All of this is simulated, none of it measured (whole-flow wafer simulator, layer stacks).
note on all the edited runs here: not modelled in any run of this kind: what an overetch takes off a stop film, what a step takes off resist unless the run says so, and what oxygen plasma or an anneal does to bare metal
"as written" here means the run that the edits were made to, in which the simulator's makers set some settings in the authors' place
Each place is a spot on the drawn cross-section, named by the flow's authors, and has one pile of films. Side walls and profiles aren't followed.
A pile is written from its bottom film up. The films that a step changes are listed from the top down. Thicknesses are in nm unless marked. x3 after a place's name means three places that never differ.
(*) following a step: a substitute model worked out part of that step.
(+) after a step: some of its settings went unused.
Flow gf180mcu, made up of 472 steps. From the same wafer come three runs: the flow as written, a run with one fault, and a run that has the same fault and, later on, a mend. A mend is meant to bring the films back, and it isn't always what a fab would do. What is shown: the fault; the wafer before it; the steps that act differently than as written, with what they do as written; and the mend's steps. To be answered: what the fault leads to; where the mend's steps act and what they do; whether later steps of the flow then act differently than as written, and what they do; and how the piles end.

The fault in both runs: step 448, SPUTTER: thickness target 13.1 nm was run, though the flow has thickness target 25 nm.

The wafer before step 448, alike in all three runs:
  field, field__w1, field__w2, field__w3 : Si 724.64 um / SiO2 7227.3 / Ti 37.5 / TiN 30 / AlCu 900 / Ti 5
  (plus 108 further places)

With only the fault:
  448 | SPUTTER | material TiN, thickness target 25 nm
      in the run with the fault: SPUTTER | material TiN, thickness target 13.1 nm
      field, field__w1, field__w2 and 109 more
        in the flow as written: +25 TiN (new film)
        in the run with the fault: +13.1 TiN (new film)
  Steps further on in the flow that do not act as written (not shown: 5 more steps that differ only slightly, by at most 2% or 0.5 nm, whichever is larger):
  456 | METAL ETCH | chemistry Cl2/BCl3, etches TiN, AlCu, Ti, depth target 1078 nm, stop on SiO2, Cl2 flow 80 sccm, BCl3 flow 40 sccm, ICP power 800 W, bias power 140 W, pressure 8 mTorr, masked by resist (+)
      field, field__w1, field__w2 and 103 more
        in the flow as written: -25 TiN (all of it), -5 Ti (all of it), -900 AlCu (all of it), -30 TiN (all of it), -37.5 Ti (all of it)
        in the run with the fault: -13.1 TiN (all of it), -5 Ti (all of it), -900 AlCu (all of it), -30 TiN (all of it), -37.5 Ti (all of it)
  The piles end different from the flow's at field__w8, contact, m1, m1__w1, pad, m1_nw by more than 2% or 0.5 nm, whichever is larger.
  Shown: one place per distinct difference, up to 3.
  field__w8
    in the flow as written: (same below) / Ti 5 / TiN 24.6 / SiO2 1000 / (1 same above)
    in the run with the fault: (same below) / Ti 5 / TiN 12.7 / SiO2 1000 / (1 same above)
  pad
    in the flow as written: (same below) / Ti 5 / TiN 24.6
    in the run with the fault: (same below) / Ti 5 / TiN 12.7

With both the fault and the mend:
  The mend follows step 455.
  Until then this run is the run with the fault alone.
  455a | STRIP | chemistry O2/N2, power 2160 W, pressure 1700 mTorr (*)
      field__w8, contact, m1, m1__w1, pad, m1_nw
        -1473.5 resist (all of it)
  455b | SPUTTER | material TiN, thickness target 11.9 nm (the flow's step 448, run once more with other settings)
      field, field__w1, field__w2 and 109 more
        +11.9 TiN
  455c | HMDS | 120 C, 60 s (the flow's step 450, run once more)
      does not change any film at any place that is followed
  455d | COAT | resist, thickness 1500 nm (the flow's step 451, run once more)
      field, field__w1, field__w2 and 109 more
        +1500 resist (new film)
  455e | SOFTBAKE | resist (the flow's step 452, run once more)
      does not change any film at any place that is followed
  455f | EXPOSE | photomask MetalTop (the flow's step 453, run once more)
      does not change any film at any place that is followed
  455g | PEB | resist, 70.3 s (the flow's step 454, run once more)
      field, field__w1, field__w2 and 109 more
        -26.5 resist
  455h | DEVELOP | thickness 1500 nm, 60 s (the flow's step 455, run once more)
      field, field__w1, field__w2 and 103 more
        -1473.5 resist (all of it)
  None of the later steps of the flow acts differently than as written at any place that is followed.
  The piles end the same as the flow's at every place that both follow.
